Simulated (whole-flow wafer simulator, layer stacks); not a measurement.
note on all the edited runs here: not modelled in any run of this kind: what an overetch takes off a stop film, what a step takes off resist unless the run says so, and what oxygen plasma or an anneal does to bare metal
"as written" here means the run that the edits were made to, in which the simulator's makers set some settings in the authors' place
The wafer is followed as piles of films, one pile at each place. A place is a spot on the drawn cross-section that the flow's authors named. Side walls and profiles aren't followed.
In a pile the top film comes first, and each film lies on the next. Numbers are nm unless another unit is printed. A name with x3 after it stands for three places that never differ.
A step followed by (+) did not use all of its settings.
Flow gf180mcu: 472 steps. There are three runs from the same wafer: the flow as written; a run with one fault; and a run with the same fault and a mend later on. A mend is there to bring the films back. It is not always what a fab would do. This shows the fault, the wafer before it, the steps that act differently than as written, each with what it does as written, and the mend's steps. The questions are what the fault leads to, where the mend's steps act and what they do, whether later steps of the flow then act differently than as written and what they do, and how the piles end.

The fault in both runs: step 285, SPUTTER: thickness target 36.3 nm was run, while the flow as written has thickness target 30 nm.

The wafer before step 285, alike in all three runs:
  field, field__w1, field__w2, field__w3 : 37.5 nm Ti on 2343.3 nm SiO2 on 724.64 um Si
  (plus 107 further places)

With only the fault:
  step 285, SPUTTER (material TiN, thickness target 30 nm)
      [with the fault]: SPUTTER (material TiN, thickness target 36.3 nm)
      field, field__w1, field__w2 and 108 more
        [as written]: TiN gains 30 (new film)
        [with the fault]: TiN gains 36.3 (new film)
  Steps later in the flow that act otherwise than as written:
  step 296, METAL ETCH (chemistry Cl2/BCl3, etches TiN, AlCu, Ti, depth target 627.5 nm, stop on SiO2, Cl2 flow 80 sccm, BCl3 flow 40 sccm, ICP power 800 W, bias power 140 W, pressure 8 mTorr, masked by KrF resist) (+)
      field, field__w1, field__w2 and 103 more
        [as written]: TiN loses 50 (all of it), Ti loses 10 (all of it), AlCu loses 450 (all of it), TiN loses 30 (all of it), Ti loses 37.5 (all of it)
        [with the fault]: TiN loses 50 (all of it), Ti loses 10 (all of it), AlCu loses 450 (all of it), TiN loses 36.3 (all of it), Ti loses 37.5 (all of it)
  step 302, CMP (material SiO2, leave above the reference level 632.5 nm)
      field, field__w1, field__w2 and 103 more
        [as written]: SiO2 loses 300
        [with the fault]: SiO2 loses 293.7
  By the end, the piles at field__w8, contact, m1, m1__w1, m1_nw depart from the flow's by more than 2% or 0.5 nm, whichever is larger.
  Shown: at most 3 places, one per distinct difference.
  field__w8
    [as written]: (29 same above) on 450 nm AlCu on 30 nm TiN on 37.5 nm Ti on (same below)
    [with the fault]: (29 same above) on 450 nm AlCu on 36.3 nm TiN on 37.5 nm Ti on (same below)
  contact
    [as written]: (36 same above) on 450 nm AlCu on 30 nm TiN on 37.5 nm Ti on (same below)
    [with the fault]: (36 same above) on 450 nm AlCu on 36.3 nm TiN on 37.5 nm Ti on (same below)

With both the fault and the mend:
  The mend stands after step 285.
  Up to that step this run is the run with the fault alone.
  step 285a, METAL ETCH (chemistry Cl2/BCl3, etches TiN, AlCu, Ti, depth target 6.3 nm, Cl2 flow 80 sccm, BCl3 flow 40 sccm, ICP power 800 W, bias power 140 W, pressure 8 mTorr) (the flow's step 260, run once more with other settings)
      field, field__w1, field__w2 and 108 more
        TiN loses 6.3
  Every later step of the flow that is run acts as written at every place that is followed.
  At every place that both follow, the piles at the end match the flow's.
